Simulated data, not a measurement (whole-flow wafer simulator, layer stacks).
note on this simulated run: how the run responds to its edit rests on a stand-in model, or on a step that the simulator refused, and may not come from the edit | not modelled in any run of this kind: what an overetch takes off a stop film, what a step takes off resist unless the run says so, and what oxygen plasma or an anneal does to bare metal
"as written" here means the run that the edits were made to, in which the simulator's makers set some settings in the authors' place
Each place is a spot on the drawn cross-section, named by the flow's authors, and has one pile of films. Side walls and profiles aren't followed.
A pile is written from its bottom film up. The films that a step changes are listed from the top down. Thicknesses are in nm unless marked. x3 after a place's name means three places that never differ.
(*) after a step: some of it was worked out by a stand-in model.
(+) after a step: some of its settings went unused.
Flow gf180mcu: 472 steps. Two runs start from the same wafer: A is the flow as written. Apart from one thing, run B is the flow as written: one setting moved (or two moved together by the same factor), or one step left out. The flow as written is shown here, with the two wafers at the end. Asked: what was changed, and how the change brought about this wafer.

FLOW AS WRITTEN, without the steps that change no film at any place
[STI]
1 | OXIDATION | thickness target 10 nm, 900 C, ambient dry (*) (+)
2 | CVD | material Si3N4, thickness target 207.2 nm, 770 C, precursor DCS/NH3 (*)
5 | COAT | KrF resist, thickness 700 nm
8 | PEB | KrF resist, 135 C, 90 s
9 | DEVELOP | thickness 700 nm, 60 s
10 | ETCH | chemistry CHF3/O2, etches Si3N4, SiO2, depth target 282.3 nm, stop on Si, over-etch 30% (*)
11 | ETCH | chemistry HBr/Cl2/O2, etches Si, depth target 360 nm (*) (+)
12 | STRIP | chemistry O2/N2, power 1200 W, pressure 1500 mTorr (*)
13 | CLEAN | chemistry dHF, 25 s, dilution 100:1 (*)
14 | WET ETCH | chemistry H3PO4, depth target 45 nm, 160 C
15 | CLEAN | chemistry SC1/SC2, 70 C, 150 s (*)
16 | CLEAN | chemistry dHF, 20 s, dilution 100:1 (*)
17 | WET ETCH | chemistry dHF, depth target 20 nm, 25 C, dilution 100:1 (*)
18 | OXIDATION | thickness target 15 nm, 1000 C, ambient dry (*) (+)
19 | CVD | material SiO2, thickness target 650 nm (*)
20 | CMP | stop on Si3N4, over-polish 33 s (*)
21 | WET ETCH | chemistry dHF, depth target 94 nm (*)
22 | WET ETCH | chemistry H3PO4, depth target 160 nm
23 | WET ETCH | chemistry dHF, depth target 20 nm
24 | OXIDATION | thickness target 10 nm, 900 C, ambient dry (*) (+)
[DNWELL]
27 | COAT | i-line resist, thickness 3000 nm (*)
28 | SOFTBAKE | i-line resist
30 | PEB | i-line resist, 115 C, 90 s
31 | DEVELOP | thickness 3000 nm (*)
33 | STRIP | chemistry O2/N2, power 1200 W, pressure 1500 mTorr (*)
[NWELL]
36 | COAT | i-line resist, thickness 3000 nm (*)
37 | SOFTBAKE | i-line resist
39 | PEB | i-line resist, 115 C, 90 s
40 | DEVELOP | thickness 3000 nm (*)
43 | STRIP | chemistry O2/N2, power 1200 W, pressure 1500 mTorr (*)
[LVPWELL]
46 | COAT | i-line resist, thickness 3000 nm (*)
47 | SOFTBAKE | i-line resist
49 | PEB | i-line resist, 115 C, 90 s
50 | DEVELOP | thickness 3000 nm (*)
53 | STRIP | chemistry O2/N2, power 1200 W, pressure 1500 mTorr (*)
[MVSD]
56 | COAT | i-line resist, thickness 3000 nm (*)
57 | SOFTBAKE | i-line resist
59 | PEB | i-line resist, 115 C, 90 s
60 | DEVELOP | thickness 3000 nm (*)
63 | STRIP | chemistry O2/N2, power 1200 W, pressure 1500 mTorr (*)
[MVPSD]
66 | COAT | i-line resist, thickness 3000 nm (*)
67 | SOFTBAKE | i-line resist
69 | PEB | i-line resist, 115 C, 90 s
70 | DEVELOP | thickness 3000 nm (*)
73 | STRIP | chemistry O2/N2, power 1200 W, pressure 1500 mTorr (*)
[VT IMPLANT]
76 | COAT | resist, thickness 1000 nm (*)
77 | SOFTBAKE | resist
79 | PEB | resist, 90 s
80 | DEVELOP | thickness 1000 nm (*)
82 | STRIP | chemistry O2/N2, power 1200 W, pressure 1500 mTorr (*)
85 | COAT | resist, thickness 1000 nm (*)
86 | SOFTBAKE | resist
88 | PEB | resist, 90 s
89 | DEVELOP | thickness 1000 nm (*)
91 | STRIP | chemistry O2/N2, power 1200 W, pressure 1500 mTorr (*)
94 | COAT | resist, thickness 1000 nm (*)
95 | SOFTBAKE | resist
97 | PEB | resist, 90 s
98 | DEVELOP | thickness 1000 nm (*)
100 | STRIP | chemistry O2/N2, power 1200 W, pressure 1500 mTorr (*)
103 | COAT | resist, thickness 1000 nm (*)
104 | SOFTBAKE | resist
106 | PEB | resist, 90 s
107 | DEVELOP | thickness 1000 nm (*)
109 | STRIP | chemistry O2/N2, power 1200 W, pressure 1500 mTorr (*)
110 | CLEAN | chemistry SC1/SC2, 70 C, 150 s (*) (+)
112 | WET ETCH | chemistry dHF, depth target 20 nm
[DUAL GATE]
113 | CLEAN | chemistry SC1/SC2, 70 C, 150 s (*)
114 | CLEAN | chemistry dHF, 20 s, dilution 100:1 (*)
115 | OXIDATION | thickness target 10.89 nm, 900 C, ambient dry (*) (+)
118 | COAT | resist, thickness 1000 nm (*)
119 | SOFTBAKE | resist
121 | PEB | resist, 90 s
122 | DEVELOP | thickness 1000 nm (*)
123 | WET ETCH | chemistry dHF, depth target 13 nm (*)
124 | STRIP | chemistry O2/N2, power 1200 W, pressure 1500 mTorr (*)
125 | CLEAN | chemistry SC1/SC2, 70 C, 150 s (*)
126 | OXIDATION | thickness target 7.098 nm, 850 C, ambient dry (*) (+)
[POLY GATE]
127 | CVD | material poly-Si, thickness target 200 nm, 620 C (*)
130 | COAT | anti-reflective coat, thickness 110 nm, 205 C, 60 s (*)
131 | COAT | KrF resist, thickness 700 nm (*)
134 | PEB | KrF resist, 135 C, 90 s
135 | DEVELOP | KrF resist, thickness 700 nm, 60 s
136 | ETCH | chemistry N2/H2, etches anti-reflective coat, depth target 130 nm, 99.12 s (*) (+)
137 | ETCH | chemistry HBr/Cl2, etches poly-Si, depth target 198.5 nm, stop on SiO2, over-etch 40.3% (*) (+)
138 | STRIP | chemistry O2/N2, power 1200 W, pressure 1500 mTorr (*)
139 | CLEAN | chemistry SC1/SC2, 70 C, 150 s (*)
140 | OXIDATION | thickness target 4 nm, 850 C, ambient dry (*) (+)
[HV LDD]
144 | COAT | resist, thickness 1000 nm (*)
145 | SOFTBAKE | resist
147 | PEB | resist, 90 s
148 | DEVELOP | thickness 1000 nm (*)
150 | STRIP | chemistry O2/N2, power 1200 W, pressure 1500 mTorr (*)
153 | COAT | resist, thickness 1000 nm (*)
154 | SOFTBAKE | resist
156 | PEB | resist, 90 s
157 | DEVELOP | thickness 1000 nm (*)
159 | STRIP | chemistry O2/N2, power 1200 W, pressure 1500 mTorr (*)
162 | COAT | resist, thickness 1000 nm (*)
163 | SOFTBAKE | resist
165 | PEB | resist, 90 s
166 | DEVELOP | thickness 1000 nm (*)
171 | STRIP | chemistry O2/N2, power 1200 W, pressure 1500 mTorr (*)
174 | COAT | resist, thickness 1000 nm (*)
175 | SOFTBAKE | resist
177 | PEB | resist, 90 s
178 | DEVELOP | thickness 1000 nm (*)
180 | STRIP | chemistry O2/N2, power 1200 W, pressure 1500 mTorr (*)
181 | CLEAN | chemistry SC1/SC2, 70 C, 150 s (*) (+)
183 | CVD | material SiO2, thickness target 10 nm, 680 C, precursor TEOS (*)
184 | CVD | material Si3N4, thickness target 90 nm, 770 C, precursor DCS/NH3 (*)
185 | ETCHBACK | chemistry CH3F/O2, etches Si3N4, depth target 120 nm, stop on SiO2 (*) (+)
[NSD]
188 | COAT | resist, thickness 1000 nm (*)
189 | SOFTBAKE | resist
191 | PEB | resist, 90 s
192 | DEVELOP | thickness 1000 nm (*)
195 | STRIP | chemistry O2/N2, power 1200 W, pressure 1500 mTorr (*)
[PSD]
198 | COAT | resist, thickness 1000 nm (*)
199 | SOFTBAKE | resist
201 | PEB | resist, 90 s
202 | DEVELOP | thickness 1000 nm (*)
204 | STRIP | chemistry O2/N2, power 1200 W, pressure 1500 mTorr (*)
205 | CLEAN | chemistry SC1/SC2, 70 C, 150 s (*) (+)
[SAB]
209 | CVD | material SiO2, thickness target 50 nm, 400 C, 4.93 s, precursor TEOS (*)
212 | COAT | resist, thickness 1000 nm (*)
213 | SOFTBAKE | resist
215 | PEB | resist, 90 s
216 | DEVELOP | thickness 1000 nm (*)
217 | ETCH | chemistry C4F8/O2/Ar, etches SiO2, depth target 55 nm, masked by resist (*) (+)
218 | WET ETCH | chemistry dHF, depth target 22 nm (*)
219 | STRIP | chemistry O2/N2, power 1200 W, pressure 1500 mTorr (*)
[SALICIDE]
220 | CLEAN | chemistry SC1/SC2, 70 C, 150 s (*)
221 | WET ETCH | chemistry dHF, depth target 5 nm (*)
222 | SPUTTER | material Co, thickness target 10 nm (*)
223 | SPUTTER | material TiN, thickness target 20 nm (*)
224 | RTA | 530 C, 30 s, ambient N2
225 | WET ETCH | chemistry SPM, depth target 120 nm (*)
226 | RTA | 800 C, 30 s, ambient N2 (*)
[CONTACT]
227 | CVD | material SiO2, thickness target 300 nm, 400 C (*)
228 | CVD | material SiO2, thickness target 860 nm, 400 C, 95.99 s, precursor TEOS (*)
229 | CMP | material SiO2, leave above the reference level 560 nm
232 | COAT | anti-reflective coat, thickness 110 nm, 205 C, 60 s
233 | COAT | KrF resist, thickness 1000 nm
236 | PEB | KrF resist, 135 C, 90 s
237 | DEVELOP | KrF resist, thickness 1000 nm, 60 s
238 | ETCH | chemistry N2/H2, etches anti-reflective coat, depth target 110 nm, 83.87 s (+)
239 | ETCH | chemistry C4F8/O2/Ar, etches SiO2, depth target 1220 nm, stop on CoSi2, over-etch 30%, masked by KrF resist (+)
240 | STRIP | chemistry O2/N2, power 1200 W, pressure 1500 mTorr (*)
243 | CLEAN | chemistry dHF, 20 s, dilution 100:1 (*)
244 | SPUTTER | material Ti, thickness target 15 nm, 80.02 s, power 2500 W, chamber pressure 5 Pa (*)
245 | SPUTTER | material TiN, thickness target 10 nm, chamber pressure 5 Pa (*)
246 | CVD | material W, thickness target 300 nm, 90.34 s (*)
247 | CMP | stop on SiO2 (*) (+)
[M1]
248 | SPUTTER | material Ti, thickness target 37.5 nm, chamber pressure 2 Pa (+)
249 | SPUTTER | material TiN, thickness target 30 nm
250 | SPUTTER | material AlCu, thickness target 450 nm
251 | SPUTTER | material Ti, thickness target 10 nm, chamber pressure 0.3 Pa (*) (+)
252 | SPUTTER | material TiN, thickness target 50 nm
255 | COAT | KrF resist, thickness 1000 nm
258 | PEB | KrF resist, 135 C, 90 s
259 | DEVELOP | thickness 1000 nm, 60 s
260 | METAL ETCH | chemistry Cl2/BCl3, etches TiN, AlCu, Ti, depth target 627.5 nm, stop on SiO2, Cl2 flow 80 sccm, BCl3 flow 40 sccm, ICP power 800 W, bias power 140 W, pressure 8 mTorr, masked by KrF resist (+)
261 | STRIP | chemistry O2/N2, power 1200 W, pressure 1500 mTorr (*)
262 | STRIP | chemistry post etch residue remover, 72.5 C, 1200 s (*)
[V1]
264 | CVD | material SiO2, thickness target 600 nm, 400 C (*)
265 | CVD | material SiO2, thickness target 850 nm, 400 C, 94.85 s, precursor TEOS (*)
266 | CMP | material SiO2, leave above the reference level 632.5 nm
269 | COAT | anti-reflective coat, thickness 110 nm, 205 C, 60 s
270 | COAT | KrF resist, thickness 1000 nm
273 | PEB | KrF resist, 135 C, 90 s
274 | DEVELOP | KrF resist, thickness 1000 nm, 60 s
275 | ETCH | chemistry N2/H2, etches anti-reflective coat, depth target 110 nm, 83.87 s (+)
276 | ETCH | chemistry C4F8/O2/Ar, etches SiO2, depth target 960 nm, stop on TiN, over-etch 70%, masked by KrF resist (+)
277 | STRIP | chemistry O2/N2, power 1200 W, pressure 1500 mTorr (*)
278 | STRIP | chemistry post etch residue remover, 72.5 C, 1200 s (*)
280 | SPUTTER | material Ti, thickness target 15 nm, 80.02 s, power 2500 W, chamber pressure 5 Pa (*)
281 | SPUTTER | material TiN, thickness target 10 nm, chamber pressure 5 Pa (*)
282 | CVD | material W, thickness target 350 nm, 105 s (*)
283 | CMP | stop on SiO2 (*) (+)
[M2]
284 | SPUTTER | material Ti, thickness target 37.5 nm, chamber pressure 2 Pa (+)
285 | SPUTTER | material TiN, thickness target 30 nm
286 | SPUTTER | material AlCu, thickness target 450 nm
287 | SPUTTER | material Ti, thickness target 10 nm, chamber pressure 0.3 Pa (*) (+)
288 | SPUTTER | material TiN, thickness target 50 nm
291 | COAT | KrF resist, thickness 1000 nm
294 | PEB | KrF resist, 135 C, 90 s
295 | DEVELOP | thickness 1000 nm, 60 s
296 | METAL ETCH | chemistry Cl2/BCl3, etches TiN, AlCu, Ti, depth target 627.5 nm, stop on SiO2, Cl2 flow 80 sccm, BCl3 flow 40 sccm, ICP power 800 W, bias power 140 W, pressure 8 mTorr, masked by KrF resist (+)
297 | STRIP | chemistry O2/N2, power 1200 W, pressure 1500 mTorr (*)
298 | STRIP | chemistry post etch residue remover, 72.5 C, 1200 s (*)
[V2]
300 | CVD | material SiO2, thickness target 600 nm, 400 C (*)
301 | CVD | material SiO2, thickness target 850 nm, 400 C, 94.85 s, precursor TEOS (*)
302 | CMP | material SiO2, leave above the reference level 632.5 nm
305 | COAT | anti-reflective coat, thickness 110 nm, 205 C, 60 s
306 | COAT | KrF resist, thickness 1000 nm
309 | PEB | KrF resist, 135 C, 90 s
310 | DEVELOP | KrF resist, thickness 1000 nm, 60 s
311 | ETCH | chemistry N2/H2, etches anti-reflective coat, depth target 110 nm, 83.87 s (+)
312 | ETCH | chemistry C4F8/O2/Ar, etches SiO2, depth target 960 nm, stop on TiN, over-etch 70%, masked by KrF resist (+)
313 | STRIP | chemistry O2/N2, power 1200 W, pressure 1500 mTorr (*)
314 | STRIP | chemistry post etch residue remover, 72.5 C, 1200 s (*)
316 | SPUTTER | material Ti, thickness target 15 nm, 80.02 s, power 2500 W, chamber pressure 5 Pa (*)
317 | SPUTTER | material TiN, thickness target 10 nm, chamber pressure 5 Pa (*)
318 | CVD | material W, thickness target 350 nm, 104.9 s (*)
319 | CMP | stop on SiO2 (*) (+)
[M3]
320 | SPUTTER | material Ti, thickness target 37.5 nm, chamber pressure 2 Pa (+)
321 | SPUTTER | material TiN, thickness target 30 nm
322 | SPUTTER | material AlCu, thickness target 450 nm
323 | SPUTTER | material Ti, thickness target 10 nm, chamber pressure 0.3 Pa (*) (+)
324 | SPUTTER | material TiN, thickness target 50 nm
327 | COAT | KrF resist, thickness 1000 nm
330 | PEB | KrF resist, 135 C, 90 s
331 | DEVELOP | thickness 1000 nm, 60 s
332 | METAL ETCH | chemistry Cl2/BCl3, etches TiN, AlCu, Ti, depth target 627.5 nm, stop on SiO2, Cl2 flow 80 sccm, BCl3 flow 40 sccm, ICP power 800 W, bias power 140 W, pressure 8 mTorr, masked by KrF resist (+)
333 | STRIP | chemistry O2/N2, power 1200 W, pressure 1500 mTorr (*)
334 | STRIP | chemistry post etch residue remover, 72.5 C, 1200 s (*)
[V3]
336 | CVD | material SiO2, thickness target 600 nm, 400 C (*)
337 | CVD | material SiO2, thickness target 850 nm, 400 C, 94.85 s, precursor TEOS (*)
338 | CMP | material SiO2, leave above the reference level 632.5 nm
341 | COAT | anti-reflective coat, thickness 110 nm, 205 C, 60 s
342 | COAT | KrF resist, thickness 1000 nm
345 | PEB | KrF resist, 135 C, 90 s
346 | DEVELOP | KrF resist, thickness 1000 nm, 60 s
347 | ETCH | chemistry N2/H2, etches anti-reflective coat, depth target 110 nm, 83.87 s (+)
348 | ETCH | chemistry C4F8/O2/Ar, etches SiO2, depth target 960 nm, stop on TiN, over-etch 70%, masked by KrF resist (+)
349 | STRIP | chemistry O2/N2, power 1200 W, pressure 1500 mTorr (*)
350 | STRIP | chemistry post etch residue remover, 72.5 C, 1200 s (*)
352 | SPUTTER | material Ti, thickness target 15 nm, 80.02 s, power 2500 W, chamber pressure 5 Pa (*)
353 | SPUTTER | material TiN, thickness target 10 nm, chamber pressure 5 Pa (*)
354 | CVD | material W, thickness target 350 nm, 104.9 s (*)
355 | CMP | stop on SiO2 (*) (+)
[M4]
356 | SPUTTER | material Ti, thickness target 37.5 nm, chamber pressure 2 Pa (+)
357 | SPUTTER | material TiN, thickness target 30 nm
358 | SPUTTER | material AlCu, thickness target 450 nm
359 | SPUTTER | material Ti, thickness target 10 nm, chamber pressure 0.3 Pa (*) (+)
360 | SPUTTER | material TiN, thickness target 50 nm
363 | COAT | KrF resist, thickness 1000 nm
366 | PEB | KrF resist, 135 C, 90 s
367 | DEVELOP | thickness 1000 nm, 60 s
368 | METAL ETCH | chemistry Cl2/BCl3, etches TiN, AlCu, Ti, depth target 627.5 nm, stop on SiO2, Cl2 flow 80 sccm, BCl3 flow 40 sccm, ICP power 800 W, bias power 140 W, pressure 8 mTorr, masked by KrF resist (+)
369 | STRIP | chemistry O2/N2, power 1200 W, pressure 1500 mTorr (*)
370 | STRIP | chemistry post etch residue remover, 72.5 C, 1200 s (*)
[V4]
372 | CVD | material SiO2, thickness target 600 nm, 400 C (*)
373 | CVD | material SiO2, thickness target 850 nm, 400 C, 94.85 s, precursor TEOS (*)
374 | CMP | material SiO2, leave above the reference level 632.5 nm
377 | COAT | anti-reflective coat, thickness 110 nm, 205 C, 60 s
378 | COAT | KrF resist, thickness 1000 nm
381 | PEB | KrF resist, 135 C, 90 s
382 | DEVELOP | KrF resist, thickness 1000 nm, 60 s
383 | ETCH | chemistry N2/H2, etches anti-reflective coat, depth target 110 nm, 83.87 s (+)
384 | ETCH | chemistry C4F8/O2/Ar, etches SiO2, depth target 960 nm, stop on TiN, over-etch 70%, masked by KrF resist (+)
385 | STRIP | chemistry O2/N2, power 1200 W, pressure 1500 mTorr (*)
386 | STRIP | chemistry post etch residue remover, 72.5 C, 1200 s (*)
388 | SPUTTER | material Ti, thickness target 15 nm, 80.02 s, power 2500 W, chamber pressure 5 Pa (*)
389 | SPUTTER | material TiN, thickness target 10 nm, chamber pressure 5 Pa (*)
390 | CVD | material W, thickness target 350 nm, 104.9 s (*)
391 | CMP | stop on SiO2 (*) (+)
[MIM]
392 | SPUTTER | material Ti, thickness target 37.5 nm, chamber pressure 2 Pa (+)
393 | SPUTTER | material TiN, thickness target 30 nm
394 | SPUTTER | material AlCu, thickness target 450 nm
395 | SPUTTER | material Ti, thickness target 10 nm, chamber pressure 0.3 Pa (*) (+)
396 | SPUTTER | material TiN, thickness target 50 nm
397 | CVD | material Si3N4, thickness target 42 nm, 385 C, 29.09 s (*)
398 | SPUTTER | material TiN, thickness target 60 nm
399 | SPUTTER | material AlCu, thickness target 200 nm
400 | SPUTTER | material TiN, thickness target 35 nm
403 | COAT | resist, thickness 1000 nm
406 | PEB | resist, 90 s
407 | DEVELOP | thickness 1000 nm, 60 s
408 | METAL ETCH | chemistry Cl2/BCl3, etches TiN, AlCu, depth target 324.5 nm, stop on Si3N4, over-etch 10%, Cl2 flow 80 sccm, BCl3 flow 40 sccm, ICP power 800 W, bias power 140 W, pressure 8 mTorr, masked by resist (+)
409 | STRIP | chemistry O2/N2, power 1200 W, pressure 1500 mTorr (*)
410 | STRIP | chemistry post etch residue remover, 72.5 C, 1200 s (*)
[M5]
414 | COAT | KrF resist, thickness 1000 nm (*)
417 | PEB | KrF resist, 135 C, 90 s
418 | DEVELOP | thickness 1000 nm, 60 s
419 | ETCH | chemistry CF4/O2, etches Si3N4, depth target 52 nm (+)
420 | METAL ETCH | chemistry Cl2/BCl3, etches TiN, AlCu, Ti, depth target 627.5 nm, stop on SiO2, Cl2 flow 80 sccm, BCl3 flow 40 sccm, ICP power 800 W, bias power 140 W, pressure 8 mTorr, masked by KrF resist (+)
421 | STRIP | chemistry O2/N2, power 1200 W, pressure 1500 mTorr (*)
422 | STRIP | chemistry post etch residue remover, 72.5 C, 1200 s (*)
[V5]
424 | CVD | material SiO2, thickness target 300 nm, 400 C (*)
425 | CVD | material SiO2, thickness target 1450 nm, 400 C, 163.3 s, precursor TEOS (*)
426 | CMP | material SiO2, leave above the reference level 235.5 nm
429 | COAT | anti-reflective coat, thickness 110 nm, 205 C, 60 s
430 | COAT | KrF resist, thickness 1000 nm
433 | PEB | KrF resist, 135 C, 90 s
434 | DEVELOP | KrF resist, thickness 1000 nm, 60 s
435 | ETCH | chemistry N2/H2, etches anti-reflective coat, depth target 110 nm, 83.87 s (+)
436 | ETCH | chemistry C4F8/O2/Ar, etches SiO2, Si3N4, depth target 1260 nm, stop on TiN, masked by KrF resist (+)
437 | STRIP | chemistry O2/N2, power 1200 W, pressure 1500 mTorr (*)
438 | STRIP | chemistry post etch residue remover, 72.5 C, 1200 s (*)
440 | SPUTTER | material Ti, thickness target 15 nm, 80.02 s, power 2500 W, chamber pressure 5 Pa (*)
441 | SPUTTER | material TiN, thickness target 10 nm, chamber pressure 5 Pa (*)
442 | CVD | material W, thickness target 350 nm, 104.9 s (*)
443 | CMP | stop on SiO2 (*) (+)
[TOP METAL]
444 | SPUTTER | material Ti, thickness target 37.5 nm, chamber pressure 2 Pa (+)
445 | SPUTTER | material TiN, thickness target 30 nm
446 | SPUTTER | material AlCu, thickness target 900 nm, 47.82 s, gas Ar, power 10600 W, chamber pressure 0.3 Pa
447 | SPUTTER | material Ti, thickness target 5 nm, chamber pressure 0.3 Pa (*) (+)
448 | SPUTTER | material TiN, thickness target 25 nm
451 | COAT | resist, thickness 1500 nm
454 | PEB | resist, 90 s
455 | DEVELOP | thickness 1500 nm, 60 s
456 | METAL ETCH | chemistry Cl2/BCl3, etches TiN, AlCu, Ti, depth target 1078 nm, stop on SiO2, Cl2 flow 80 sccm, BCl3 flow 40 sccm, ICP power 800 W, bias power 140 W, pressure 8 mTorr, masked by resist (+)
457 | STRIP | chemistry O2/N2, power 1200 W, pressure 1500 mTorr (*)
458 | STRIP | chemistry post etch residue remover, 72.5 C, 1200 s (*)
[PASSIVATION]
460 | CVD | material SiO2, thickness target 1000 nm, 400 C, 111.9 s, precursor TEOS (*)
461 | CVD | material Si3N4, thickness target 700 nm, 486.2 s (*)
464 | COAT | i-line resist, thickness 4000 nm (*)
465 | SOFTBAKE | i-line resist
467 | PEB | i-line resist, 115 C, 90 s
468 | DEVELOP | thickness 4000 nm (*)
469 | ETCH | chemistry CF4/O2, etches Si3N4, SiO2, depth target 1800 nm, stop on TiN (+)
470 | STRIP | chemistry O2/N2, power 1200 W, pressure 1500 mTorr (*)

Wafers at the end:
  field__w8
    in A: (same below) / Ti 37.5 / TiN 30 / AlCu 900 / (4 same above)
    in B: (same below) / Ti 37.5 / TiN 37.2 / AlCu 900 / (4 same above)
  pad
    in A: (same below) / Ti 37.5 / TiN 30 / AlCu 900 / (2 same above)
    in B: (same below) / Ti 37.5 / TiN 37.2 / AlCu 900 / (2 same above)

Cause: step 445, SPUTTER: thickness target 37.2 nm was run, though the flow has thickness target 30 nm.
The wafer itself shows it: field__w8 has TiN 37.2, and step 445 as written asks for 30 nm.

How this came from the change, step by step:
  445 | SPUTTER | material TiN, thickness target 30 nm
      field, field__w1, field__w2 and 109 more: A +30 TiN (new film) | B +37.2 TiN (new film)
  456 | METAL ETCH | chemistry Cl2/BCl3, etches TiN, AlCu, Ti, depth target 1078 nm, stop on SiO2, Cl2 flow 80 sccm, BCl3 flow 40 sccm, ICP power 800 W, bias power 140 W, pressure 8 mTorr, masked by resist (+)
      field, field__w1, field__w2 and 103 more: A -25 TiN (all of it), -5 Ti (all of it), -900 AlCu (all of it), -30 TiN (all of it), -37.5 Ti (all of it) | B -25 TiN (all of it), -5 Ti (all of it), -900 AlCu (all of it), -37.2 TiN (all of it), -37.5 Ti (all of it)
  465 | SOFTBAKE | i-line resist
      field__w11, field__w13: A +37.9 i-line resist | B +31.6 i-line resist
      field: A -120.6 i-line resist | B -109.8 i-line resist
      (and at 57 other places as well)
